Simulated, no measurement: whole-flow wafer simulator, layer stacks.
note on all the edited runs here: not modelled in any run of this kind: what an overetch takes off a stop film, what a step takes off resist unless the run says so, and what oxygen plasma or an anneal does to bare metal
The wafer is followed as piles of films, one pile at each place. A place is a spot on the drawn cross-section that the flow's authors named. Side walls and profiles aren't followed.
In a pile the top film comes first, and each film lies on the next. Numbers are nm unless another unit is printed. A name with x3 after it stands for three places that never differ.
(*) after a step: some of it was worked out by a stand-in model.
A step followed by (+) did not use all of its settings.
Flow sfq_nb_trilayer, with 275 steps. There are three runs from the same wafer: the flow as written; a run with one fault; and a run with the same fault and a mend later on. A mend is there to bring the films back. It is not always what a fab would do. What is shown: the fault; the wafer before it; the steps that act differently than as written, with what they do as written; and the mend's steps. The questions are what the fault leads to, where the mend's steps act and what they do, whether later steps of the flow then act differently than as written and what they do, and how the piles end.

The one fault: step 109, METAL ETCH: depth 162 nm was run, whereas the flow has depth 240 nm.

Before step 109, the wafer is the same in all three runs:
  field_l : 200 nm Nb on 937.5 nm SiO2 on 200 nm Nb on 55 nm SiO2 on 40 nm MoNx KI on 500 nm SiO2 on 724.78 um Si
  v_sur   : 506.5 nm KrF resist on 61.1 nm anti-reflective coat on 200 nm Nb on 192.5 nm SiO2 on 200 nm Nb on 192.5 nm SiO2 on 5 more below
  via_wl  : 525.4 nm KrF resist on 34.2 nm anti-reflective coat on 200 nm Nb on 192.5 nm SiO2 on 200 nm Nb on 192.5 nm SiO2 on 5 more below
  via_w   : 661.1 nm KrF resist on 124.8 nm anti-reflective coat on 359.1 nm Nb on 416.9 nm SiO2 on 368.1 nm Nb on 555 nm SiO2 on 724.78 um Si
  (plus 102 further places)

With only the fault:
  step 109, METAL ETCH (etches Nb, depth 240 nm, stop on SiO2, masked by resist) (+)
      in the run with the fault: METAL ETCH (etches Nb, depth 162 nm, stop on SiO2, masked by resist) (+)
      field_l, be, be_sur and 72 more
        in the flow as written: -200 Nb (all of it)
        in the run with the fault: -162 Nb
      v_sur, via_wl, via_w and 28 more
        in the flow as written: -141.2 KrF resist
        in the run with the fault: -95.3 KrF resist
  Steps further on in the flow that do not act as written:
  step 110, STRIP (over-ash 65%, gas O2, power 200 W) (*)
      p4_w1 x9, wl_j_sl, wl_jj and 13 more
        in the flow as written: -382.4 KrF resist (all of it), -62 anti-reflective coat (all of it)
        in the run with the fault: -428.3 KrF resist (all of it), -62 anti-reflective coat (all of it)
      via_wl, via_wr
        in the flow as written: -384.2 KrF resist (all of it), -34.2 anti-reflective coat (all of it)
        in the run with the fault: -430.1 KrF resist (all of it), -34.2 anti-reflective coat (all of it)
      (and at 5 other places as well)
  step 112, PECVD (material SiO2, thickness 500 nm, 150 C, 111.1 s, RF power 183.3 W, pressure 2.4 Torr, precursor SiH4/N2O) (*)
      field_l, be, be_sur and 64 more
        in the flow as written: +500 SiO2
        in the run with the fault: +500 SiO2 (new film)
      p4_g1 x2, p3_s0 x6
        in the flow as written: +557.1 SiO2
        in the run with the fault: +519.1 SiO2 (new film)
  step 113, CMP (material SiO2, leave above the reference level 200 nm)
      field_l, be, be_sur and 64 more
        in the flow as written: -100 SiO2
        in the run with the fault: -138 SiO2
  The piles end different from the flow's at field_l, be, be_sur and 72 more by more than 2% or 0.5 nm, whichever is larger.
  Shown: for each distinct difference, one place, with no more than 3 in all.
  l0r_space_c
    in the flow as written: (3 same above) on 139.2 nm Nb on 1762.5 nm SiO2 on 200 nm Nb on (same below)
    in the run with the fault: (3 same above) on 139.2 nm Nb on 747 nm SiO2 on 38 nm Nb on 977.5 nm SiO2 on 200 nm Nb on (same below)
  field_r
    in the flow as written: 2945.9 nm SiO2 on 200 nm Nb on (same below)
    in the run with the fault: 1930.4 nm SiO2 on 38 nm Nb on 977.5 nm SiO2 on 200 nm Nb on (same below)
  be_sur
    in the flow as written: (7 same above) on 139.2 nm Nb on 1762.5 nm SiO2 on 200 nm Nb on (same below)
    in the run with the fault: (7 same above) on 139.2 nm Nb on 747 nm SiO2 on 38 nm Nb on 977.5 nm SiO2 on 200 nm Nb on (same below)

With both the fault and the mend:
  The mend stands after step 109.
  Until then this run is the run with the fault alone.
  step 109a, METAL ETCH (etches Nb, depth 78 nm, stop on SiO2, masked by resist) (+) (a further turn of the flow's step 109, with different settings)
      field_l, be, be_sur and 72 more
        -38 Nb (all of it)
      v_sur, via_wl, via_w and 28 more
        -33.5 KrF resist
  Steps further on in the flow that do not act as written:
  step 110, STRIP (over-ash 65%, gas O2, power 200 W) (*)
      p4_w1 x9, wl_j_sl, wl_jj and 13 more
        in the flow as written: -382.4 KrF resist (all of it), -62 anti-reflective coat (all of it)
        in the run with the mend: -394.7 KrF resist (all of it), -62 anti-reflective coat (all of it)
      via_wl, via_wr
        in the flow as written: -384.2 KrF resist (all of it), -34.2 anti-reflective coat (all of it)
        in the run with the mend: -396.6 KrF resist (all of it), -34.2 anti-reflective coat (all of it)
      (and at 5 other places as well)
  The piles end the same as the flow's at every place that both follow.
